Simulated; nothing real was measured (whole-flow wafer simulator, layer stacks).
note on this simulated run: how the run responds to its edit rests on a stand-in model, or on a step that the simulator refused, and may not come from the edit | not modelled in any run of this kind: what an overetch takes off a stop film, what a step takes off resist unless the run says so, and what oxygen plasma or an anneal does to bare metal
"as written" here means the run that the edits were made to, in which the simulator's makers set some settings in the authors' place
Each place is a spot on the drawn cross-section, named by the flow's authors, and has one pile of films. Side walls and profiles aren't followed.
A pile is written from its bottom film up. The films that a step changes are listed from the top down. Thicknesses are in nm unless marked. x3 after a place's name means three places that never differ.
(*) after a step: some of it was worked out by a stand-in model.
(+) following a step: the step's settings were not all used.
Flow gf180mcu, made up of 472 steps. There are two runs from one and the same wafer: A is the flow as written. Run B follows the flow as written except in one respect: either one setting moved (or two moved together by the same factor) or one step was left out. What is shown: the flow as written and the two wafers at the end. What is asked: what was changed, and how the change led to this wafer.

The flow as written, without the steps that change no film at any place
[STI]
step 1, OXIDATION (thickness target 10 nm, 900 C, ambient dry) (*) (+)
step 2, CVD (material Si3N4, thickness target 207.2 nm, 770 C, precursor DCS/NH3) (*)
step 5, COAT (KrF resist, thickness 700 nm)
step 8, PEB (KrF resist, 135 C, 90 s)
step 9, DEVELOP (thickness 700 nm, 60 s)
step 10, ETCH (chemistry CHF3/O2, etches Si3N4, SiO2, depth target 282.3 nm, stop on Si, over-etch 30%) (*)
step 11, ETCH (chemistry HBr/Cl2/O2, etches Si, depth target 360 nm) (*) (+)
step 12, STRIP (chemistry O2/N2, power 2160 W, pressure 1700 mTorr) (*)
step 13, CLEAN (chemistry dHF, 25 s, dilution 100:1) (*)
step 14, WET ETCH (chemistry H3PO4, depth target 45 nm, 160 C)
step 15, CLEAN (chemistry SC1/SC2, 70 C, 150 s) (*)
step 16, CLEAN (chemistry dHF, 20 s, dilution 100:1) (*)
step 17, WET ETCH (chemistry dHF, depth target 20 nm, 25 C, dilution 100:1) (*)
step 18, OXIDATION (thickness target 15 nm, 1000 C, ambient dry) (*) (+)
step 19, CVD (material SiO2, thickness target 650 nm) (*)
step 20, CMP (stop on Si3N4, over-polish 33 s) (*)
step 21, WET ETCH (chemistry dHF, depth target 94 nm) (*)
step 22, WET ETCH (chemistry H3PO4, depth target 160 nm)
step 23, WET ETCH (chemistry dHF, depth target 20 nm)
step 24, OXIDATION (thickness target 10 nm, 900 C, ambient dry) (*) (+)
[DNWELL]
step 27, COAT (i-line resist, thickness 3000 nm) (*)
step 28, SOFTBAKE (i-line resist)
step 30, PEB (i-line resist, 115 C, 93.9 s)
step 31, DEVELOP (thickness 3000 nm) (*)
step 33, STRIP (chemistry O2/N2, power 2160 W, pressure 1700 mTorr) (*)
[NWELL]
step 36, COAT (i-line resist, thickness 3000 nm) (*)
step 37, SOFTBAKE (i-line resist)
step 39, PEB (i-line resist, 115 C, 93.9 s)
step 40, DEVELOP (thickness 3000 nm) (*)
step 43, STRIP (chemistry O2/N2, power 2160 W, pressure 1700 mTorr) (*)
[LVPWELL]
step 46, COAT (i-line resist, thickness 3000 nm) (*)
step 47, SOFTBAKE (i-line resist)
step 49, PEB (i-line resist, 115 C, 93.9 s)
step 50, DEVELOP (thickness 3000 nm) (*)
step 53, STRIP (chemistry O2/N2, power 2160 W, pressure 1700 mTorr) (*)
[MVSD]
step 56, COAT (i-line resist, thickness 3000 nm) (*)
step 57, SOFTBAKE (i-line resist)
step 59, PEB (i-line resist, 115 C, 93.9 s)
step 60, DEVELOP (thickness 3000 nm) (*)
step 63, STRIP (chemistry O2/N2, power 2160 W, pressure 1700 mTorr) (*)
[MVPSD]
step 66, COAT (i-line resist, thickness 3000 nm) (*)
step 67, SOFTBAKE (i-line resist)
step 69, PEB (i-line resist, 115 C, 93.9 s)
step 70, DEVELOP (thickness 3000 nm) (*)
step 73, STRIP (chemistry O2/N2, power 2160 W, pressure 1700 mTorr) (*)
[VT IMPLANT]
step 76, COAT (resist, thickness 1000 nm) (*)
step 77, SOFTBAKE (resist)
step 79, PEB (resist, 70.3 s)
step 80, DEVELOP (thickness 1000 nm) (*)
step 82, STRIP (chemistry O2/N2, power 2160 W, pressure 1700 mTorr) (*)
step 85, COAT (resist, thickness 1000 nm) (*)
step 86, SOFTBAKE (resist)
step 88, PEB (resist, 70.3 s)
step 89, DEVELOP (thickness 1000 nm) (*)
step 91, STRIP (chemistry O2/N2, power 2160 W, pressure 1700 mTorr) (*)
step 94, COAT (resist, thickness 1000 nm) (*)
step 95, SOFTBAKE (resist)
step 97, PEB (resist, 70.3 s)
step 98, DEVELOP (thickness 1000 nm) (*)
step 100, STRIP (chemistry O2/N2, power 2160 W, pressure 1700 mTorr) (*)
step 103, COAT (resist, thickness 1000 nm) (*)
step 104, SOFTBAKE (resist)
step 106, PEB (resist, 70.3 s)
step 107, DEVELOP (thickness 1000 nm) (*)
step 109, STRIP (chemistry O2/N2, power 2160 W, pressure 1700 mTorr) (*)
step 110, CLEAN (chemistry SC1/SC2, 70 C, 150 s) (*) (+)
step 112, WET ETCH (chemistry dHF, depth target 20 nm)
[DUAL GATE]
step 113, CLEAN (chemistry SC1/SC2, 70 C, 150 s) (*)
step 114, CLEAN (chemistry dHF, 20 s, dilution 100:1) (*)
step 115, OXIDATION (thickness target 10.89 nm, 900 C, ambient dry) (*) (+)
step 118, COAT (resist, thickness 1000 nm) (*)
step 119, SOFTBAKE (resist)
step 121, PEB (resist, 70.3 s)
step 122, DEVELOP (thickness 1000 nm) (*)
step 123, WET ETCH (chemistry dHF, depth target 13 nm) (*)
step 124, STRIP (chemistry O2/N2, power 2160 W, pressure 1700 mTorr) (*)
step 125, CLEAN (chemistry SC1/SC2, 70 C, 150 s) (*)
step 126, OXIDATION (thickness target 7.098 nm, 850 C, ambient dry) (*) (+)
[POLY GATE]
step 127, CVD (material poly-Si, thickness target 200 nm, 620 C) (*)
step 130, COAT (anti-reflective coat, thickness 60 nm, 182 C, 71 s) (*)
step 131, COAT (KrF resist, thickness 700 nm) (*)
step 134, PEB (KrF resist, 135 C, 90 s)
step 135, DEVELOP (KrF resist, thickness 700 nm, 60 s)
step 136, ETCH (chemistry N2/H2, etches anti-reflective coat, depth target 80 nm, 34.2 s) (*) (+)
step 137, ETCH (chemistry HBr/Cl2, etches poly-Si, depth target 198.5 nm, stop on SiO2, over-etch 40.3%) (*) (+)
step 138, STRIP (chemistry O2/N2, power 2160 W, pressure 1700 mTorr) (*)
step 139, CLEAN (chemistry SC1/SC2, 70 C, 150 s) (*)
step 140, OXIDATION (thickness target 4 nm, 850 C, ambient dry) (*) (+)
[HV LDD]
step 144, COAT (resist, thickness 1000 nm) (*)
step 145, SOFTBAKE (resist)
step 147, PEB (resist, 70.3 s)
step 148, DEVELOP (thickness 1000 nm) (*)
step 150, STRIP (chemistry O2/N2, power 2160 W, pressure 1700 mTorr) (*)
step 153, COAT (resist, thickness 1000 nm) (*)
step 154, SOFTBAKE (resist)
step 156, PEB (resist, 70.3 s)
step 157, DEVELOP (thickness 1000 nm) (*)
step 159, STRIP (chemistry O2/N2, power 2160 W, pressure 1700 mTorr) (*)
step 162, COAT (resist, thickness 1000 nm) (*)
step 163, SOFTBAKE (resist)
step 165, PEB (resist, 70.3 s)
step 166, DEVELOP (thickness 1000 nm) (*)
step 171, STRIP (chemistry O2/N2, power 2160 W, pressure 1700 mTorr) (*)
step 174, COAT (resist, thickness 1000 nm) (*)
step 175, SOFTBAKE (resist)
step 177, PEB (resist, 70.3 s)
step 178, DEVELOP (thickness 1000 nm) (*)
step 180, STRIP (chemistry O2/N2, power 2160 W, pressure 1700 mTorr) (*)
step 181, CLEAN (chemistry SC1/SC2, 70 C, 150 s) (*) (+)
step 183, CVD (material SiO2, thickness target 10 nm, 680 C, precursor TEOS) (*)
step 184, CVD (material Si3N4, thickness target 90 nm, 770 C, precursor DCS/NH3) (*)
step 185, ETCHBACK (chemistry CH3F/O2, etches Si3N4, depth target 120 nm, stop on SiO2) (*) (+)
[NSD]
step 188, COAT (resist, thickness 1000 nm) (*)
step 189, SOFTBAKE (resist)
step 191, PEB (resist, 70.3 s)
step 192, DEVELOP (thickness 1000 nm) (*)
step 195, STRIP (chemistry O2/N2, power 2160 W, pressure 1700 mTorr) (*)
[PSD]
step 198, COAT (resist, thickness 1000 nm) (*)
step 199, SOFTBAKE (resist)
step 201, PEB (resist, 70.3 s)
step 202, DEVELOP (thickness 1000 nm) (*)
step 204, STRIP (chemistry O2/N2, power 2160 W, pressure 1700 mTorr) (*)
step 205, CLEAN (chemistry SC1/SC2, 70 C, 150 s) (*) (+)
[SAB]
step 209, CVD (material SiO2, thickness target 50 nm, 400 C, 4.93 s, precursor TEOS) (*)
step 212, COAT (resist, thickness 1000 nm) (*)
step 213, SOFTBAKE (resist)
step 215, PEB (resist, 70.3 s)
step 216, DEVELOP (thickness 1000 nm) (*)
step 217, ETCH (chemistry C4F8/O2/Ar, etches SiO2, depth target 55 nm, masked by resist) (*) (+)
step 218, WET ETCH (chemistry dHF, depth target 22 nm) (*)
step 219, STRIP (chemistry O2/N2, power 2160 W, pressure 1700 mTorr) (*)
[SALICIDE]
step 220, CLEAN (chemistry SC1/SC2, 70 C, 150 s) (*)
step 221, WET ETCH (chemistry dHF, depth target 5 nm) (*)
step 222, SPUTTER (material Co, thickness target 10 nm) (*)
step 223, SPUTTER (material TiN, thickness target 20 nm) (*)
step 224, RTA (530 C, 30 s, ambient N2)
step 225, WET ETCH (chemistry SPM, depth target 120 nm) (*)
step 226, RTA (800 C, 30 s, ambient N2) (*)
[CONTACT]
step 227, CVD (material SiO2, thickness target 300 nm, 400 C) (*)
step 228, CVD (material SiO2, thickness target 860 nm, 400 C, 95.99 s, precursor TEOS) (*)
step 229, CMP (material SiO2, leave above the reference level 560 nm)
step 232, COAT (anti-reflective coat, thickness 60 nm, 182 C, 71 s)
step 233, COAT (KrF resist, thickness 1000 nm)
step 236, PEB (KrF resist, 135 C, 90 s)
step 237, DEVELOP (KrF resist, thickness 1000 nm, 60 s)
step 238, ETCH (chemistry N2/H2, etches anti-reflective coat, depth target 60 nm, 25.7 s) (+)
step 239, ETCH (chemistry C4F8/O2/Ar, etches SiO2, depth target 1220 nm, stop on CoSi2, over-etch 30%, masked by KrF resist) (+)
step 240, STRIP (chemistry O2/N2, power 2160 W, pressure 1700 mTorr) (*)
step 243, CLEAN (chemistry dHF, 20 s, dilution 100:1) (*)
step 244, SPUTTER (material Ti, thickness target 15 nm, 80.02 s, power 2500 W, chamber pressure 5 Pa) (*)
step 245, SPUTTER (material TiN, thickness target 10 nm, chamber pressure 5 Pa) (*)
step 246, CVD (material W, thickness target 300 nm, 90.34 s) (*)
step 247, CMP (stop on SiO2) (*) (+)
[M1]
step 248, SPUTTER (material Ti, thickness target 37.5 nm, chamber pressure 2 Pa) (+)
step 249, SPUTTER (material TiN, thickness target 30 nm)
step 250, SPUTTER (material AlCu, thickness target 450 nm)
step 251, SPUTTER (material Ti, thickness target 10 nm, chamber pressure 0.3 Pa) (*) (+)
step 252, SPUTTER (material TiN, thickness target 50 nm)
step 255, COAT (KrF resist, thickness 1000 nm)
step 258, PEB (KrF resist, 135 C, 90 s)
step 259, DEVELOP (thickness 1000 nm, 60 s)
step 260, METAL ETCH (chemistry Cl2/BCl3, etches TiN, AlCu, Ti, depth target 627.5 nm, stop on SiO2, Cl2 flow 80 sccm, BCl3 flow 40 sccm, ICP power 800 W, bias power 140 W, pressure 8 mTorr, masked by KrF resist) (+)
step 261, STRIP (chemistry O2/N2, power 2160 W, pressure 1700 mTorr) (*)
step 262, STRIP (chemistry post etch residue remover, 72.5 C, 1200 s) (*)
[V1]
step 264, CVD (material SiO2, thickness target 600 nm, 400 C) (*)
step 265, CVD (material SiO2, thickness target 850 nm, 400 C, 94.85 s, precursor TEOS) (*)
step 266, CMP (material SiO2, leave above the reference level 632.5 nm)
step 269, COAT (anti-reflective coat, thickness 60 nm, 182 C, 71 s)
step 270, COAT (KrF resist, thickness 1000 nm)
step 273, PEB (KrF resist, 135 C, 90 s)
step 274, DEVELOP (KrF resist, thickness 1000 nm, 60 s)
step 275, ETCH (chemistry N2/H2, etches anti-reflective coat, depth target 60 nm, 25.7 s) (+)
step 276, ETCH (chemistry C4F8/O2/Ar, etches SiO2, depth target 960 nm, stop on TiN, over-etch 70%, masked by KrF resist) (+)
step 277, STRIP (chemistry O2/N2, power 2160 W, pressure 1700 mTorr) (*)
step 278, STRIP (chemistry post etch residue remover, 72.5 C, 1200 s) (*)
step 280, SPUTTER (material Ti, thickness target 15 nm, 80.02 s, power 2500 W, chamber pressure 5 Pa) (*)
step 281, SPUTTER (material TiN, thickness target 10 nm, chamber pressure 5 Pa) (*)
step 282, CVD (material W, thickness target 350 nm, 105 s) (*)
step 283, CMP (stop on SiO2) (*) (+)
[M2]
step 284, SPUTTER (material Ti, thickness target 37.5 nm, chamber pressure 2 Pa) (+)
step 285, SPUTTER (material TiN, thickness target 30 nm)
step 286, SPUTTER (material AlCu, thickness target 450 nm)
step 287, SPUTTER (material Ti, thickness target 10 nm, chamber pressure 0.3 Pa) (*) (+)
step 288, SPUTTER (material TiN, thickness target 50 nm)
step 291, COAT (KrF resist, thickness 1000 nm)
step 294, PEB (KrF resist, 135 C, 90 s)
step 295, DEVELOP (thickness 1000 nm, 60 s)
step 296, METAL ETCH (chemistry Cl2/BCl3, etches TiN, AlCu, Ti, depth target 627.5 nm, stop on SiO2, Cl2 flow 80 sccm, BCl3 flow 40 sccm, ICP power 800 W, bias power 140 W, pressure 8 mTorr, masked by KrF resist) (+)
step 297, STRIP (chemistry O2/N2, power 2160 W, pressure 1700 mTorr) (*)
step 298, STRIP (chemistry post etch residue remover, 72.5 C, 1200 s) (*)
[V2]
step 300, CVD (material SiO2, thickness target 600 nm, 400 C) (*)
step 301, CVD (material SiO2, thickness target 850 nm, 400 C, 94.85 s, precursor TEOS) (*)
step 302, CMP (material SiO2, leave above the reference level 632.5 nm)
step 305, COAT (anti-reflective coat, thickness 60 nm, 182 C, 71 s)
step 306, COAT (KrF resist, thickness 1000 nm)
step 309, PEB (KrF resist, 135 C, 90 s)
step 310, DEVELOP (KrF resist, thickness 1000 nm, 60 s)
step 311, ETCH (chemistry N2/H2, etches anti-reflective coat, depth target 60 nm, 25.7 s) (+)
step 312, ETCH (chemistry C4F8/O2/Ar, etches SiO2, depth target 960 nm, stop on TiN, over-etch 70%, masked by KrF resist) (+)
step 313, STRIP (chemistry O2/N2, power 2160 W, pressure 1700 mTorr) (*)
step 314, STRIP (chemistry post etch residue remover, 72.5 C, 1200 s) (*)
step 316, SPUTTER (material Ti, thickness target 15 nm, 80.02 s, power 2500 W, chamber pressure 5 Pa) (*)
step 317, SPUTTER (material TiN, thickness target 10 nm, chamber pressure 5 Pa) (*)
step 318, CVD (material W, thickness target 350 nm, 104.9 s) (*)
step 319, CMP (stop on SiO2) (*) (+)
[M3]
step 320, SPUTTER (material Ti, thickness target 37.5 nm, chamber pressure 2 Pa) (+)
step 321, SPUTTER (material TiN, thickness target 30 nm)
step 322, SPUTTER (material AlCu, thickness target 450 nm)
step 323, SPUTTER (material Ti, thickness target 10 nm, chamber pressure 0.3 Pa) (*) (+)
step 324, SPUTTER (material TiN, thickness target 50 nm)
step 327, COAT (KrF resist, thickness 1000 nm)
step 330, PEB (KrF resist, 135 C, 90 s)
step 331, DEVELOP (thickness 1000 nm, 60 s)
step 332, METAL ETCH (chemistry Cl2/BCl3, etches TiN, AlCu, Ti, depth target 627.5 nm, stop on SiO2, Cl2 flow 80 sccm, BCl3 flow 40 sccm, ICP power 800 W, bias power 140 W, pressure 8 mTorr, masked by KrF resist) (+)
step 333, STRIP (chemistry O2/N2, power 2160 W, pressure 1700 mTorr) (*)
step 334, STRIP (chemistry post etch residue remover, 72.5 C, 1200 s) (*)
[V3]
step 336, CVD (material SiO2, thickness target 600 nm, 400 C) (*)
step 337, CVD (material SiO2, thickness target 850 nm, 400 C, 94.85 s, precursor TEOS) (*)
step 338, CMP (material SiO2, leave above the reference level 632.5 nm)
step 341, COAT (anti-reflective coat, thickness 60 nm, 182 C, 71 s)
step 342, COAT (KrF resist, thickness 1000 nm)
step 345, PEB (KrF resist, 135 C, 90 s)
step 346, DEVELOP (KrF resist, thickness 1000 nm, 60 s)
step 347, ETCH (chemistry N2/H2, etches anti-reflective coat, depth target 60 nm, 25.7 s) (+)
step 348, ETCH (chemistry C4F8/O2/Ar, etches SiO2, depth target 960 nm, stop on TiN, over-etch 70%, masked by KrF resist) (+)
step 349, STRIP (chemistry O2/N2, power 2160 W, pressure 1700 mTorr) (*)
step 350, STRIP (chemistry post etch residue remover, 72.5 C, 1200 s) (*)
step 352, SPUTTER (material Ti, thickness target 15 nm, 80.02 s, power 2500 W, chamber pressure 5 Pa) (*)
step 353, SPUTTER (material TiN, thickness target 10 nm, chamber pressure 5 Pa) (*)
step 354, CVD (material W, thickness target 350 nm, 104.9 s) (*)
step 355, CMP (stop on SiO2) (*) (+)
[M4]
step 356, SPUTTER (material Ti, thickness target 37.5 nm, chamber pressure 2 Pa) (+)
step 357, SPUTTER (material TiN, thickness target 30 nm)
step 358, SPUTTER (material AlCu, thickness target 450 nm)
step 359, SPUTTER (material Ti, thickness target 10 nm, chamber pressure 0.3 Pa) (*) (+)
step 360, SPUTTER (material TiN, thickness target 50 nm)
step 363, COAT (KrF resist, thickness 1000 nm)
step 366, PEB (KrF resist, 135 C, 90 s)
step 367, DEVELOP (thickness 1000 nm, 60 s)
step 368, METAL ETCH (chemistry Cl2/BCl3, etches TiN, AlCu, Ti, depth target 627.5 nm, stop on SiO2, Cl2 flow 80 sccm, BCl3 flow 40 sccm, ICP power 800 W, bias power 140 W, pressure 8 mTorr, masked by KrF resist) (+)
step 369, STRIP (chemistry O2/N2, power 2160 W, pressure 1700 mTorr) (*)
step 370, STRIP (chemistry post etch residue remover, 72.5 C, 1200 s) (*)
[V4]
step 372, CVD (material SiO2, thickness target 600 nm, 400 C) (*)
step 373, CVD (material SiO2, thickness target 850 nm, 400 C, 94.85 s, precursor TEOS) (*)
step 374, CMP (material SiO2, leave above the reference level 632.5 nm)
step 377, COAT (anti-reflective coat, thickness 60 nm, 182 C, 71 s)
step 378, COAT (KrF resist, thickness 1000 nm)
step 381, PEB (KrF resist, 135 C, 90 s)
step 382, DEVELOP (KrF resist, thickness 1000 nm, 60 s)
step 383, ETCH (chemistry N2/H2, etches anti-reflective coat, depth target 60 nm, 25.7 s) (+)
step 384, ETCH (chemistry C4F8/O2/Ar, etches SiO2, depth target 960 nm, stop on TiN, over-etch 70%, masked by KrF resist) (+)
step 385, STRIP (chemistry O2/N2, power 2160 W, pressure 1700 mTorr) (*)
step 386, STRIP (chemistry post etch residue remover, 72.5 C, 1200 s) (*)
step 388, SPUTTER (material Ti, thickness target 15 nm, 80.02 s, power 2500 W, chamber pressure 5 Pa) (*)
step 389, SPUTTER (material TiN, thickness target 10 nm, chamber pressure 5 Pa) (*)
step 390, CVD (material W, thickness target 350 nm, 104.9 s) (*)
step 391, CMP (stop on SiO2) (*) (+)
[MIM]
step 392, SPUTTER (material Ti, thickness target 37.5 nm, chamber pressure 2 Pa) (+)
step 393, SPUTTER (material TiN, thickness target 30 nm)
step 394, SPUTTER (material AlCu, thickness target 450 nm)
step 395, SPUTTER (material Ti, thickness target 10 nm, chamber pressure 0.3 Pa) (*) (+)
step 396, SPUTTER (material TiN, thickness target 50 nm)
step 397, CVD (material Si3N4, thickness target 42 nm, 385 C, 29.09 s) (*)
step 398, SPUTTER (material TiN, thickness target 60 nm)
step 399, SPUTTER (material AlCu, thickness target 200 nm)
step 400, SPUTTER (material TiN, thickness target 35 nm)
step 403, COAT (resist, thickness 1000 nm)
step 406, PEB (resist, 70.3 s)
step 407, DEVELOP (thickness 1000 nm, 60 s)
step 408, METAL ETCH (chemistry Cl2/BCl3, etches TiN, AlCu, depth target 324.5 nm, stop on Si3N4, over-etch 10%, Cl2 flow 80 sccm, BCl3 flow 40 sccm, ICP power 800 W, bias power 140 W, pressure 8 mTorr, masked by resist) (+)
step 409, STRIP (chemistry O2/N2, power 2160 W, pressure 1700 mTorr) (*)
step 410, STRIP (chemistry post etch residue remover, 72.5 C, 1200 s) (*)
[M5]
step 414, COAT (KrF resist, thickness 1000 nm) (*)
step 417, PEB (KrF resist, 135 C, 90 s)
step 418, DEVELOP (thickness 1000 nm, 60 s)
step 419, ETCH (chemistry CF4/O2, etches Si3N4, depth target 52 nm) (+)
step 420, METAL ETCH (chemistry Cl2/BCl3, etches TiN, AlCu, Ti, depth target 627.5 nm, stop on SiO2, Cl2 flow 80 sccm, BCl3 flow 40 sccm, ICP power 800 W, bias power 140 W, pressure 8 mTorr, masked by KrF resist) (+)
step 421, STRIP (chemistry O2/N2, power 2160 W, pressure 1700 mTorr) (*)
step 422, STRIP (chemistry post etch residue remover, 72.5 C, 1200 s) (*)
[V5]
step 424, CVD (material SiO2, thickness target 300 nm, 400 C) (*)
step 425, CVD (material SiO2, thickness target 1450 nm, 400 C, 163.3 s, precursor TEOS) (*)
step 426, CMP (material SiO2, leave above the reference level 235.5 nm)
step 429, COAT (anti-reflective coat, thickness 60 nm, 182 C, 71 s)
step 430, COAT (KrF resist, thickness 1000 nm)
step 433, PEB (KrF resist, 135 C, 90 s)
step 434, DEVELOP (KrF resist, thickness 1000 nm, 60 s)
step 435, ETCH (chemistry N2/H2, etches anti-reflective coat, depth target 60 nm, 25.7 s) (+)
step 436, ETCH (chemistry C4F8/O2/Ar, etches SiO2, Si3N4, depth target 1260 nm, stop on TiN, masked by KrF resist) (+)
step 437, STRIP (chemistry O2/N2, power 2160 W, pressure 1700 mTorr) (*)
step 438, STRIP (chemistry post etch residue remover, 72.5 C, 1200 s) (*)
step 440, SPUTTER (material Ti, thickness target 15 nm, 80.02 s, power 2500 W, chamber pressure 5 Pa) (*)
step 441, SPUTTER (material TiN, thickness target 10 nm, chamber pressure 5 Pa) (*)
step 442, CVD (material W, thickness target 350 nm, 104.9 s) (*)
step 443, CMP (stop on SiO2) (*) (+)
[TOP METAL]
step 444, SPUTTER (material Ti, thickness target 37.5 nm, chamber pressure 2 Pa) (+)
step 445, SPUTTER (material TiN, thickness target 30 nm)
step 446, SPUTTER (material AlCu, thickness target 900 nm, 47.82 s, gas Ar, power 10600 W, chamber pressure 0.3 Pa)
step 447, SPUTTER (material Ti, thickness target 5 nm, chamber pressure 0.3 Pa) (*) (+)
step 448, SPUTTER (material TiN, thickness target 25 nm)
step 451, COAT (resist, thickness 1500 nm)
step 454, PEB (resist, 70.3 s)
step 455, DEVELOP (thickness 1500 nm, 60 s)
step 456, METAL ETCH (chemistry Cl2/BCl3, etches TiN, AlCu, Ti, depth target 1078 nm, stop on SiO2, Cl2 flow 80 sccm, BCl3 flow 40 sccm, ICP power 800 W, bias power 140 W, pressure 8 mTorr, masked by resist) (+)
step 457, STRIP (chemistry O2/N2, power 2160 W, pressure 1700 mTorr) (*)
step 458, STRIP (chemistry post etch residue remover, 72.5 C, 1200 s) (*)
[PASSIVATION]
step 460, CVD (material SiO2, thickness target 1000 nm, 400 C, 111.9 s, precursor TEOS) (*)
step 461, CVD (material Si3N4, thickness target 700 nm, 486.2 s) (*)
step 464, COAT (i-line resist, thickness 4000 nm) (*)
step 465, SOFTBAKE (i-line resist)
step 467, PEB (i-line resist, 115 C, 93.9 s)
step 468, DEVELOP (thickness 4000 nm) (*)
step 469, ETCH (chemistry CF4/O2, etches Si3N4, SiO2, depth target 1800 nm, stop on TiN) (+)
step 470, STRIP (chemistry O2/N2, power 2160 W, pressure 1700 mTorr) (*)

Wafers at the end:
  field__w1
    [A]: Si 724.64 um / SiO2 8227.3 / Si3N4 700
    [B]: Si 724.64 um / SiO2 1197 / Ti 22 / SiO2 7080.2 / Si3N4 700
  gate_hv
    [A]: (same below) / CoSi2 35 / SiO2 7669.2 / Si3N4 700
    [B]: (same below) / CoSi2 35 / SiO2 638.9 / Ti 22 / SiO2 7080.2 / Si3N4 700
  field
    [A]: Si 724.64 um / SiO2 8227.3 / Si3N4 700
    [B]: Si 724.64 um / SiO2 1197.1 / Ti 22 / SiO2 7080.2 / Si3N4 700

Cause: step 250, SPUTTER: thickness target 522 nm was run, whereas the flow has thickness target 450 nm.

How this came from the change, step by step:
  step 250, SPUTTER (material AlCu, thickness target 450 nm)
      field, field__w1, field__w2 and 108 more: A +450 AlCu (new film) | B +522 AlCu (new film)
  step 260, METAL ETCH (chemistry Cl2/BCl3, etches TiN, AlCu, Ti, depth target 627.5 nm, stop on SiO2, Cl2 flow 80 sccm, BCl3 flow 40 sccm, ICP power 800 W, bias power 140 W, pressure 8 mTorr, masked by KrF resist) (+)
      field, field__w1, field__w2 and 99 more: A -50 TiN (all of it), -10 Ti (all of it), -450 AlCu (all of it), -30 TiN (all of it), -37.5 Ti (all of it) | B -50 TiN (all of it), -10 Ti (all of it), -522 AlCu (all of it), -30 TiN (all of it), -15.5 Ti
  step 264, CVD (material SiO2, thickness target 600 nm, 400 C) (*)
      field, field__w1, field__w2 and 99 more: A +600 SiO2 | B +600 SiO2 (new film)
  step 266, CMP (material SiO2, leave above the reference level 632.5 nm)
      field, field__w1, field__w2 and 99 more: A -300 SiO2 | B -250 SiO2
If metal films that touch count as one body, field__w1 has 1 body; the flow as written gives 0 bodies.
If metal films that touch count as one body, gate_hv has 2 bodies (between them, from the top down: SiO2 638.9); the flow as written gives 1 body.
If metal films that touch count as one body, field has 1 body; the flow as written gives 0 bodies.
